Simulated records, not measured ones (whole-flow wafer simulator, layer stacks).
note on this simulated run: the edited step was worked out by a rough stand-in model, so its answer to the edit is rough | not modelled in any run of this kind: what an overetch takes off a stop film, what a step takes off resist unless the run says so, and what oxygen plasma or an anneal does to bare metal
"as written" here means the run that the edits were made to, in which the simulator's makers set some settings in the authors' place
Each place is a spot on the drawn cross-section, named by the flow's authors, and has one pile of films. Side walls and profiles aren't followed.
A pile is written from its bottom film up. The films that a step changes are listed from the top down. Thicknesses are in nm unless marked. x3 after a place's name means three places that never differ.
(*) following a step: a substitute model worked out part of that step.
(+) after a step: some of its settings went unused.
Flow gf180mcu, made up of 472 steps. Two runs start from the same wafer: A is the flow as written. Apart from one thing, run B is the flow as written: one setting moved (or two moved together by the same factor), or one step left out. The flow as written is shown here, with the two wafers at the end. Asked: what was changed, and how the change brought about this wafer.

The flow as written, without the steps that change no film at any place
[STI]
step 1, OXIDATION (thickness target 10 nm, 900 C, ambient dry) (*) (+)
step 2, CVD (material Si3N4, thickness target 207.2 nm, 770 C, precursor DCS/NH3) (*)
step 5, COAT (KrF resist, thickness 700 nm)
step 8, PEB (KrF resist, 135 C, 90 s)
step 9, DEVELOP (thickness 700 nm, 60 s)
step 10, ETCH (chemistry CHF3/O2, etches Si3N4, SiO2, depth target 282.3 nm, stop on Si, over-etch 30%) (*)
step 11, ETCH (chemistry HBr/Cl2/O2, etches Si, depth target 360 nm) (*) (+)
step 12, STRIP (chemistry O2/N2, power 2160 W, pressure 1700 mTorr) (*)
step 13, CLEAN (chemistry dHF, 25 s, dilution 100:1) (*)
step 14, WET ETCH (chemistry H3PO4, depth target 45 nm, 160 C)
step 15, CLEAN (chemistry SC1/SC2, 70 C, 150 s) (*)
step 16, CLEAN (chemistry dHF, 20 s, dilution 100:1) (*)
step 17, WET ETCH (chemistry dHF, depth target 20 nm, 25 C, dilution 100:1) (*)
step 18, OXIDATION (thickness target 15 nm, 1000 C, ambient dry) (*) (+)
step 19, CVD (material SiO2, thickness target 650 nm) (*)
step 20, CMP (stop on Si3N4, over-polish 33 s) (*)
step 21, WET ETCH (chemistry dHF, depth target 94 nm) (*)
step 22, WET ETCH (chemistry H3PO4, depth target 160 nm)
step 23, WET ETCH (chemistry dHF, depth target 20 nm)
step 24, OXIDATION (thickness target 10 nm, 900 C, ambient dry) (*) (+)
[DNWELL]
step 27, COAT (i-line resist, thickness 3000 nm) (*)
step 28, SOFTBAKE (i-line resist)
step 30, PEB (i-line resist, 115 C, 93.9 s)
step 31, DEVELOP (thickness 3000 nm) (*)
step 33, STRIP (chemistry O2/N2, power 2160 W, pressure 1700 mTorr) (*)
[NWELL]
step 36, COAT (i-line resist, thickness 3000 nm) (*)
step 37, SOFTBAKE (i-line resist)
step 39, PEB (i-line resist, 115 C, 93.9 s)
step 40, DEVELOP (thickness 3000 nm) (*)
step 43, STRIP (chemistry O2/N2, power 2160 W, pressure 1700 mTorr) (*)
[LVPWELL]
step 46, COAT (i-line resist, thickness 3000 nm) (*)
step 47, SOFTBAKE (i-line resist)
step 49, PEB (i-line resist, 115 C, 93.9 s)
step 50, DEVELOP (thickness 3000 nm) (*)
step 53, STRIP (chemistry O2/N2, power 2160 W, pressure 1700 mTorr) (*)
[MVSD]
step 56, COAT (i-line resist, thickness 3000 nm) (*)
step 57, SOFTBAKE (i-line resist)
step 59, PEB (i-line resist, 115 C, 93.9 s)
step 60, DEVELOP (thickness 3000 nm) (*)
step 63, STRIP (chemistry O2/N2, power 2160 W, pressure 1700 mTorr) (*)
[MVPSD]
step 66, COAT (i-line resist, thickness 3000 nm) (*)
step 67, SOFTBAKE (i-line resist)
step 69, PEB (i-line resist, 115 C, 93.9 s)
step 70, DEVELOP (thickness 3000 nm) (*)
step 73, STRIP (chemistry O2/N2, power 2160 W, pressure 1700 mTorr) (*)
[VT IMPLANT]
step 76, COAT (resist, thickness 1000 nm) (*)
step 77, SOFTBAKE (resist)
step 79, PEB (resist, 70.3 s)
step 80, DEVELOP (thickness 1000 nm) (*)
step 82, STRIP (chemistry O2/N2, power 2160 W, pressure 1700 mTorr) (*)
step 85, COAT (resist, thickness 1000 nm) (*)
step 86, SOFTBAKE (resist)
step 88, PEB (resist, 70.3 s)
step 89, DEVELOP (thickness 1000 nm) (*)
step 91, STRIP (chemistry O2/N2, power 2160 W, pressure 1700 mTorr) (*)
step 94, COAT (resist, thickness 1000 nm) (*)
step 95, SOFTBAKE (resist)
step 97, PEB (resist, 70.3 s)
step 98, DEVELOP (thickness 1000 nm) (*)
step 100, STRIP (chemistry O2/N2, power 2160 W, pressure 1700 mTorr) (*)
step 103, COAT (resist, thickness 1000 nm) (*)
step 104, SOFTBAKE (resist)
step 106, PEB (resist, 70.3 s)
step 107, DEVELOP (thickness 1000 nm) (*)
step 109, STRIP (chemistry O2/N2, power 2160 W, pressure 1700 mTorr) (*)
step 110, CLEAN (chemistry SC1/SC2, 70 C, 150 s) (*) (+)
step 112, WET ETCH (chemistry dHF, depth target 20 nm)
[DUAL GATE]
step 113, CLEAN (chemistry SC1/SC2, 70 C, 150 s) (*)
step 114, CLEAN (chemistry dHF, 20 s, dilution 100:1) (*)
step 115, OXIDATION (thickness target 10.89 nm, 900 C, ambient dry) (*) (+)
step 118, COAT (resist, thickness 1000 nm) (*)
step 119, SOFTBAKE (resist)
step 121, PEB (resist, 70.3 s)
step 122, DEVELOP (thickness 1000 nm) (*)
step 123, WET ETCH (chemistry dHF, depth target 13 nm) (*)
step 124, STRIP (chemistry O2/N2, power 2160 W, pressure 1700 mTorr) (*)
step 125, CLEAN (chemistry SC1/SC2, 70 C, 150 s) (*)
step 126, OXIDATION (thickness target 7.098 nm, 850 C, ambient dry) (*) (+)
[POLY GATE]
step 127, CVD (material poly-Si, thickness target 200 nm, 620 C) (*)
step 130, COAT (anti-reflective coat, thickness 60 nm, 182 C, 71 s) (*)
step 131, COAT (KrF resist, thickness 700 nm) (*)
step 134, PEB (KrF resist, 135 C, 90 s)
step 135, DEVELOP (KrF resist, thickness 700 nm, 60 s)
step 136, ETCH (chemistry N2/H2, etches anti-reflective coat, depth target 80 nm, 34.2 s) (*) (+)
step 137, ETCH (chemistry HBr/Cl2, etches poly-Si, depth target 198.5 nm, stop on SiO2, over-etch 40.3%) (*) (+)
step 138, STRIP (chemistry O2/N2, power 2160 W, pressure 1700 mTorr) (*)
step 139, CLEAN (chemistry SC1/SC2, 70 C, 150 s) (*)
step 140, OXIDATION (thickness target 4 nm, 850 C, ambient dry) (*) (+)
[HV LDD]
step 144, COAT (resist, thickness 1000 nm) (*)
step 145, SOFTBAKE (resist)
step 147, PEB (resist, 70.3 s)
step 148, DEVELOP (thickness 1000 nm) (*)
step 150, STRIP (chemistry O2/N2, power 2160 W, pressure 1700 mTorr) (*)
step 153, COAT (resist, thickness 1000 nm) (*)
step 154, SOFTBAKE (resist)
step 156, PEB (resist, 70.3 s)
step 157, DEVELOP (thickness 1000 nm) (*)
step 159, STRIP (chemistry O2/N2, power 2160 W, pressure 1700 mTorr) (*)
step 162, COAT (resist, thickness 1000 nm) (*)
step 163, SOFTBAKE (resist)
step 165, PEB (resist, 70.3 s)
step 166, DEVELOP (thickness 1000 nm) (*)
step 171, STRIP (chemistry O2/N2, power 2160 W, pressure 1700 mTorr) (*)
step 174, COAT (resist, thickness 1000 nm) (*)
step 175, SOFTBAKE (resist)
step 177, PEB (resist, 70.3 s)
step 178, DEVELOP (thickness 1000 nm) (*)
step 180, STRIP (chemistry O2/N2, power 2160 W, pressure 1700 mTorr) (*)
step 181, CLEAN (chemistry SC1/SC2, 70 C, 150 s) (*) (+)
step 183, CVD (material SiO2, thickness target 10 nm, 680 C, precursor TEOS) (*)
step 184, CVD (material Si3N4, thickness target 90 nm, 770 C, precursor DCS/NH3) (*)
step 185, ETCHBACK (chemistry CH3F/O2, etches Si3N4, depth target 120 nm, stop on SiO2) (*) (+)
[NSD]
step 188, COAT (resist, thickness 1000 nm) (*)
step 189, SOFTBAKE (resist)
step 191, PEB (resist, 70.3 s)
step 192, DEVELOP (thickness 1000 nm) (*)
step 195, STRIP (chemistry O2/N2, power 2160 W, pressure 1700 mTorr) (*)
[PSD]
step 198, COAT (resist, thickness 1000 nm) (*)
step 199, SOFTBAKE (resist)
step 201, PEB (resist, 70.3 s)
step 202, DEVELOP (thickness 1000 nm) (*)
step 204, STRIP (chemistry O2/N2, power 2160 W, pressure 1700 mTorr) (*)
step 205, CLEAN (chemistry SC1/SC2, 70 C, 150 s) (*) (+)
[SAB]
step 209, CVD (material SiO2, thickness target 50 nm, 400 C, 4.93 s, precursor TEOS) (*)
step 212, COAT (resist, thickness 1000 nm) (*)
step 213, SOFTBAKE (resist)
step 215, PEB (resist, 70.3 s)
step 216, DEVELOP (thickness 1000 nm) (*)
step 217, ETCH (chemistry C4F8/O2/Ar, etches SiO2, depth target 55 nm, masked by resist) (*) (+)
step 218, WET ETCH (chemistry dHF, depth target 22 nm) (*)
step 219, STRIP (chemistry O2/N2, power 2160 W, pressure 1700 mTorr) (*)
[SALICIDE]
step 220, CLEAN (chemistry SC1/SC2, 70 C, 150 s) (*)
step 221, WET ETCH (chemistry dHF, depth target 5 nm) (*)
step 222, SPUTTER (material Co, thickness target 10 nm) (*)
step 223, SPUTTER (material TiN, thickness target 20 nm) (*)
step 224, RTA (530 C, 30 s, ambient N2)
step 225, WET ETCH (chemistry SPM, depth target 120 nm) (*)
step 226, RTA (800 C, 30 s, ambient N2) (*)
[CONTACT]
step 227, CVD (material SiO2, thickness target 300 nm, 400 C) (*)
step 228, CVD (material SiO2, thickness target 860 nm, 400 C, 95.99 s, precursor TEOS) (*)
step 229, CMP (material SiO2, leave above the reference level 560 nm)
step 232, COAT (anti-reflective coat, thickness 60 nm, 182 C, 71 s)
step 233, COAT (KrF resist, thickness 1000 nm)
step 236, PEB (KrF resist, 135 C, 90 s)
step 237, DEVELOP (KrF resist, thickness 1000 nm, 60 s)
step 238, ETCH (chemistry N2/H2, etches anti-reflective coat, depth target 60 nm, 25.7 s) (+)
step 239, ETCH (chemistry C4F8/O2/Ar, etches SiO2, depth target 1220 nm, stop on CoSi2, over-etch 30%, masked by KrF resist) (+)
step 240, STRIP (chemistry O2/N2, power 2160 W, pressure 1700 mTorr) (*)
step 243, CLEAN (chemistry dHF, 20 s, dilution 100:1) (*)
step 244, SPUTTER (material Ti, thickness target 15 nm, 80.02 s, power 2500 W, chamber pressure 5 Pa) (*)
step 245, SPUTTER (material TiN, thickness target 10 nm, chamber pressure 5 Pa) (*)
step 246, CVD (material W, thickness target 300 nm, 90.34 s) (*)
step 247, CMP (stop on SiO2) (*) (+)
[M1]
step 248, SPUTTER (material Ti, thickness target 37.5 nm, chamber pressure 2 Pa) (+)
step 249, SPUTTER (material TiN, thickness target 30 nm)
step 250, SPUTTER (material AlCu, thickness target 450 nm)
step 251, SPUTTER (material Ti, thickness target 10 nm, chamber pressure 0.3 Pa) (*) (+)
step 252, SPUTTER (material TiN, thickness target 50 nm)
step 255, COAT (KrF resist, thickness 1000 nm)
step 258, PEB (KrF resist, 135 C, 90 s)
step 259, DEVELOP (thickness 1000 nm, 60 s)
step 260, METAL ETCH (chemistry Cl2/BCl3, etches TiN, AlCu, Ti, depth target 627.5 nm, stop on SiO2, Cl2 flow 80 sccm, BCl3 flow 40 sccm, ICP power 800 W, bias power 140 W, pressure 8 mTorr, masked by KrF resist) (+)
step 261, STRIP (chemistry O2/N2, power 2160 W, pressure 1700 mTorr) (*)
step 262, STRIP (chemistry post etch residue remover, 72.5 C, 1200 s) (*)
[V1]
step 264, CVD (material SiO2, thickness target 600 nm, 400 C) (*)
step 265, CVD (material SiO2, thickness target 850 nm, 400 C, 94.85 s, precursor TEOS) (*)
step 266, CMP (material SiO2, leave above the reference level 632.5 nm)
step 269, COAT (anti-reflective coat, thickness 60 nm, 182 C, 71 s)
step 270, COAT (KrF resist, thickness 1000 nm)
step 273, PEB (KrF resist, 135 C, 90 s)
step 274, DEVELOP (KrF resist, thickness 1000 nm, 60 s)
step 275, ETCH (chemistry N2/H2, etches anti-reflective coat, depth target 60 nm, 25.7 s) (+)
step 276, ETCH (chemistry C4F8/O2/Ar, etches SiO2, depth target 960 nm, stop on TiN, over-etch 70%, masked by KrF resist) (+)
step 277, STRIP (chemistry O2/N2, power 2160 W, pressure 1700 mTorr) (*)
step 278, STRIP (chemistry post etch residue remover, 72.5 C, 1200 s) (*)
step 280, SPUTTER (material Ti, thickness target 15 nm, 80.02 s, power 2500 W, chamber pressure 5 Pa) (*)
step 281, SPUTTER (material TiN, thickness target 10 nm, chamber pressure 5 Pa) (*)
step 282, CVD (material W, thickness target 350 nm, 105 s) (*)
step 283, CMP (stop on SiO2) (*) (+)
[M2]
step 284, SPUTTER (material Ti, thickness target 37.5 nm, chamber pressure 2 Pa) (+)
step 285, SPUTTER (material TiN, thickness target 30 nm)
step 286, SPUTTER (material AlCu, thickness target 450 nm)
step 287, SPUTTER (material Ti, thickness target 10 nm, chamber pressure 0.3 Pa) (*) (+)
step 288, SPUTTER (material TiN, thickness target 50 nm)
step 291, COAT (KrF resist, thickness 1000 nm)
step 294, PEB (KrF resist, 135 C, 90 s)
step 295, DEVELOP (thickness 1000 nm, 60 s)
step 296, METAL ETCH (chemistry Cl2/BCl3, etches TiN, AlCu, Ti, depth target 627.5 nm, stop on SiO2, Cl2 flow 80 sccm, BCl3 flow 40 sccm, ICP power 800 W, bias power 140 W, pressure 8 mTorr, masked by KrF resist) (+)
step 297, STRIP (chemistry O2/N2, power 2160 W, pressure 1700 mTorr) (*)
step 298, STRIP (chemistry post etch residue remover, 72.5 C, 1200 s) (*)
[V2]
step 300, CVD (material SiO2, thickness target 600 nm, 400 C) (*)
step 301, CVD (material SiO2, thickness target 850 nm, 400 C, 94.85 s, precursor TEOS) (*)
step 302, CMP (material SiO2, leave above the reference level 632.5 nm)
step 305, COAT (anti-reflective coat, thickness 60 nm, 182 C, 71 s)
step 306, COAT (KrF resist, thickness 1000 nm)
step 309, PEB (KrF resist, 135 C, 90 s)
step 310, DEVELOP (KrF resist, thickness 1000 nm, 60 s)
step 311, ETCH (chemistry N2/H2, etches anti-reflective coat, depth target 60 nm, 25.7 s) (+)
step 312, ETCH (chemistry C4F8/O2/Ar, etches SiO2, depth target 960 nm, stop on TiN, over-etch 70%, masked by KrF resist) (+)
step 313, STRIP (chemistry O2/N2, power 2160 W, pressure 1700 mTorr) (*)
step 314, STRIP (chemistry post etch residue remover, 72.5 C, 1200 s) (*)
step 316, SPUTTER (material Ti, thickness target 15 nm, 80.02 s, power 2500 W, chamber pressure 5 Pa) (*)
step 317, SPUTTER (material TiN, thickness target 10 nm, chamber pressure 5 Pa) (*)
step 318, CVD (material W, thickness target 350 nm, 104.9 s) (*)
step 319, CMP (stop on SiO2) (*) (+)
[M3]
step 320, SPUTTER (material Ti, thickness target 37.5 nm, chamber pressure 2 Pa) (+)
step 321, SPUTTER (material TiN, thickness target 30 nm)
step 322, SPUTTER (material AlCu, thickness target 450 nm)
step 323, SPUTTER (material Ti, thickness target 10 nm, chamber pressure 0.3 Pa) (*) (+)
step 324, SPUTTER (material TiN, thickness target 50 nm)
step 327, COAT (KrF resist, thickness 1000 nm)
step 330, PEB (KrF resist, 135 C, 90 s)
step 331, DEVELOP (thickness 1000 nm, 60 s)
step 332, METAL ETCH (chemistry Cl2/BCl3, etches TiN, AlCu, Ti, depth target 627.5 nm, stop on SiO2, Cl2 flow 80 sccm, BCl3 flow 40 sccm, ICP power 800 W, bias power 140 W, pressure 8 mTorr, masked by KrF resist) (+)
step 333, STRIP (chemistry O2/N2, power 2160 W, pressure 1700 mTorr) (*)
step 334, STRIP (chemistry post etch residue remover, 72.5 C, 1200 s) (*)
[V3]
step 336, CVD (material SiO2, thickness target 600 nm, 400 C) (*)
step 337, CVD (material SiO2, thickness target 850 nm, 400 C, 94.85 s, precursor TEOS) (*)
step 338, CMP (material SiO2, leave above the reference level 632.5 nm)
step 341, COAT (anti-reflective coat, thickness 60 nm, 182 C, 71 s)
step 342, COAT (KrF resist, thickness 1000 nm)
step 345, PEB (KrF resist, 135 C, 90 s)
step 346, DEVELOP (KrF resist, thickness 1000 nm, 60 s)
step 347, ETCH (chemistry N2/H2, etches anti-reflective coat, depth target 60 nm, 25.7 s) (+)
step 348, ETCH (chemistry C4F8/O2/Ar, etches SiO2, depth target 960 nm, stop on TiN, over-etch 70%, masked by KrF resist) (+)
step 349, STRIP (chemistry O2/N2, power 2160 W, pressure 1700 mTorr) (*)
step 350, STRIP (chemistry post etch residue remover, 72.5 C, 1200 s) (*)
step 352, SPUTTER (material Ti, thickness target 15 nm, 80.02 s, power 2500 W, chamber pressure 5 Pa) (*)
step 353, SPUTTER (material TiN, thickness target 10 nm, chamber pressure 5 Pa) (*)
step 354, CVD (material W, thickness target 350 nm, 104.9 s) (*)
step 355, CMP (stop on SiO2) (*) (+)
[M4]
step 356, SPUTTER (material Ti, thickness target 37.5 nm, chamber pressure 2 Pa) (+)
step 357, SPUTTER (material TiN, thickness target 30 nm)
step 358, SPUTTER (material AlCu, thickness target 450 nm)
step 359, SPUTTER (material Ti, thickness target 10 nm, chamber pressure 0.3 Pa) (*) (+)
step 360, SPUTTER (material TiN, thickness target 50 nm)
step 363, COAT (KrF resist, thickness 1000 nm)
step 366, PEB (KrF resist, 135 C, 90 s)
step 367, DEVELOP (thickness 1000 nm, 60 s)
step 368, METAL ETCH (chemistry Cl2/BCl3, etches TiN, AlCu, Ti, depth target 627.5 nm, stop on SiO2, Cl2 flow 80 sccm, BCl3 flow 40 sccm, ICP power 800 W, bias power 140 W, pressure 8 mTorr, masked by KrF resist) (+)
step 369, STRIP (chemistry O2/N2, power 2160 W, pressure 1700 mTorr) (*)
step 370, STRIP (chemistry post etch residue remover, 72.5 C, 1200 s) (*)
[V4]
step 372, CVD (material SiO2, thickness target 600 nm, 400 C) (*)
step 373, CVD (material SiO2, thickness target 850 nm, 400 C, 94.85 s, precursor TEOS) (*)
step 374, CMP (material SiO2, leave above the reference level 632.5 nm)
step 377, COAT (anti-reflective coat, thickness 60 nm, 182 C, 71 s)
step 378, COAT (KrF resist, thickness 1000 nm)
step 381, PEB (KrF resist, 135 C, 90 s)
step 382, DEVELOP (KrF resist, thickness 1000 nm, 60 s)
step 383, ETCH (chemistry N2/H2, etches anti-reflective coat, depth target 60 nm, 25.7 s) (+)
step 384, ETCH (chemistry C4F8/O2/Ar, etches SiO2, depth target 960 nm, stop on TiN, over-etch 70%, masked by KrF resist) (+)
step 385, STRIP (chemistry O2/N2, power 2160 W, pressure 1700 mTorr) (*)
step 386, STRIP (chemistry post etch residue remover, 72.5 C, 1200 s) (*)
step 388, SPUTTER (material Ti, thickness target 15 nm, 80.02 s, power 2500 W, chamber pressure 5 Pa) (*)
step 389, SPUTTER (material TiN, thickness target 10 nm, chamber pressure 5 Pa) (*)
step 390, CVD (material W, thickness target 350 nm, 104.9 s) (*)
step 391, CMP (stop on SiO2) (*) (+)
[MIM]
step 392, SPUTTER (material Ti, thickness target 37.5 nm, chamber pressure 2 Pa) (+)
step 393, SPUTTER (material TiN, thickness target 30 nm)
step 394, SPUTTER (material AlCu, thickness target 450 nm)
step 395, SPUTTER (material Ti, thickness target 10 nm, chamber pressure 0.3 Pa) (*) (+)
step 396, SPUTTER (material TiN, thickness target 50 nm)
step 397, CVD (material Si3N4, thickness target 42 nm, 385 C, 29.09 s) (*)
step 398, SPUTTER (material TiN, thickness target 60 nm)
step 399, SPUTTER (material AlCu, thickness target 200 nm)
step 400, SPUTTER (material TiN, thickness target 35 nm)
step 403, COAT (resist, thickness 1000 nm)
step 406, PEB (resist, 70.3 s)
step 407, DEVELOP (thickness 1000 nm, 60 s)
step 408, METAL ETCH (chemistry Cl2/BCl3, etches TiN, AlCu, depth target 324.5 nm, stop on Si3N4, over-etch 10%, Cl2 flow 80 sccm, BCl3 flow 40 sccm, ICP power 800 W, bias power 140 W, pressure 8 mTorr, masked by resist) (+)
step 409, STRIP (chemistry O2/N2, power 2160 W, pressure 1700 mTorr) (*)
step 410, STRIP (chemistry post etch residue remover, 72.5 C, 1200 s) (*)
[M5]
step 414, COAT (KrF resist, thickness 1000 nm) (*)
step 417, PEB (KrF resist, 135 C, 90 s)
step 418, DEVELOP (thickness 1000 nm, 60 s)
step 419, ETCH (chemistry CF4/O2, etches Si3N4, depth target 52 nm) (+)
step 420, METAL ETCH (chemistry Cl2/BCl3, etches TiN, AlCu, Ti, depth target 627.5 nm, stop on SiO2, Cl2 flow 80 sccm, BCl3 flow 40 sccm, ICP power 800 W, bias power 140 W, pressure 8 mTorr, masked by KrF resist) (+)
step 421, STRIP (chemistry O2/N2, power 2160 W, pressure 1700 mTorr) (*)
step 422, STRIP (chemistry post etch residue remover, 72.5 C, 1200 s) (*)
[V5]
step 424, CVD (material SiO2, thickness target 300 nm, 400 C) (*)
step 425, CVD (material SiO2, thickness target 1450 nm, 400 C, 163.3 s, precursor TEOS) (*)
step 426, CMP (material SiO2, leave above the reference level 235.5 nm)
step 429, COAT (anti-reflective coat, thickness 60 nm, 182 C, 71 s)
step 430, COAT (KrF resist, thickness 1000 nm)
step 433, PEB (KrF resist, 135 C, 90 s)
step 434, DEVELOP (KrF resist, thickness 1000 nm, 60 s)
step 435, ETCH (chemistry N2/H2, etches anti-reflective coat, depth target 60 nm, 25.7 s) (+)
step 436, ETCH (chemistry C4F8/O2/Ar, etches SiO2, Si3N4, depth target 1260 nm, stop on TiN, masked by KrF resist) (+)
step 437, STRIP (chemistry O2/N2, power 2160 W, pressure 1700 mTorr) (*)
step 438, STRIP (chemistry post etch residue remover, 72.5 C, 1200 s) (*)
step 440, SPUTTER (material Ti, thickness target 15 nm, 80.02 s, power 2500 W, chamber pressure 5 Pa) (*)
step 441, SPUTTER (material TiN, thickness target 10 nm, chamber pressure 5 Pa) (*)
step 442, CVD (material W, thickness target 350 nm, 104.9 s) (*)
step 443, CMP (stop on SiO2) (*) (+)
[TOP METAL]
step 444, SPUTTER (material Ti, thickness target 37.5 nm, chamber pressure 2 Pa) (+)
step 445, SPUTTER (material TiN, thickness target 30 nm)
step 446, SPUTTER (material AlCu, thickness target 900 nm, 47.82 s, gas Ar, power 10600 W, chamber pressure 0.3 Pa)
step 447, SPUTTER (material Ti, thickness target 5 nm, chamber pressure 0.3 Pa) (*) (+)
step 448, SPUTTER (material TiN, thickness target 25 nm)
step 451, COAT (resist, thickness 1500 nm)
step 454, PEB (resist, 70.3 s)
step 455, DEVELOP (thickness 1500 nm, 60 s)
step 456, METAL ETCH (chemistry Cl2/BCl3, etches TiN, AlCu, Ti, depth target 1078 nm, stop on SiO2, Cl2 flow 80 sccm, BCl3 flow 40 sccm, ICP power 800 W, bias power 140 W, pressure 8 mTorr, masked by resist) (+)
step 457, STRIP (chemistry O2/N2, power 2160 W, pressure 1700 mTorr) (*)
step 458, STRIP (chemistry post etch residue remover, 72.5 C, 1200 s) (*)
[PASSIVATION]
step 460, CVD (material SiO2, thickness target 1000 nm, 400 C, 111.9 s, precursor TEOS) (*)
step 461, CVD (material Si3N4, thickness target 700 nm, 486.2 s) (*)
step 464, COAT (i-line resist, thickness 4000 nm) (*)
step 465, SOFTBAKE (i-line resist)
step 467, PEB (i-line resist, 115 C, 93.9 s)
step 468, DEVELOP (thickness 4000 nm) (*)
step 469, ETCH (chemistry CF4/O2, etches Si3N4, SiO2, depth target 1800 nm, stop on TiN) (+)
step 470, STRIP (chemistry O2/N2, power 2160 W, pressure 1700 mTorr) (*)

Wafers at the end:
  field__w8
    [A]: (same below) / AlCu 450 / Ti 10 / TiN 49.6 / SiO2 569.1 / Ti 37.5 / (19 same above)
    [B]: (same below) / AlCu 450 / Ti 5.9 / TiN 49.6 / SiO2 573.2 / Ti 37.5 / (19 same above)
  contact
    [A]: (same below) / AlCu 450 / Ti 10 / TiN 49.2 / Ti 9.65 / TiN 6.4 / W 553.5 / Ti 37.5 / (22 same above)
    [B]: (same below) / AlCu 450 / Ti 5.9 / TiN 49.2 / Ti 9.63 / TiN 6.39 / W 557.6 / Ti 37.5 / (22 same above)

What caused this: step 323, SPUTTER: thickness target 5.9 nm was run, though the flow has thickness target 10 nm.
The wafer itself shows it: field__w8 has Ti 5.9, and step 323 as written asks for 10 nm.

Step by step, how the change led to this:
  step 323, SPUTTER (material Ti, thickness target 10 nm, chamber pressure 0.3 Pa) (*) (+)
      field, field__w1, field__w2 and 108 more: A +10 Ti (new film) | B +5.9 Ti (new film)
  step 332, METAL ETCH (chemistry Cl2/BCl3, etches TiN, AlCu, Ti, depth target 627.5 nm, stop on SiO2, Cl2 flow 80 sccm, BCl3 flow 40 sccm, ICP power 800 W, bias power 140 W, pressure 8 mTorr, masked by KrF resist) (+)
      field, field__w1, field__w2 and 103 more: A -50 TiN (all of it), -10 Ti (all of it), -450 AlCu (all of it), -30 TiN (all of it), -37.5 Ti (all of it) | B -50 TiN (all of it), -5.9 Ti (all of it), -450 AlCu (all of it), -30 TiN (all of it), -37.5 Ti (all of it)
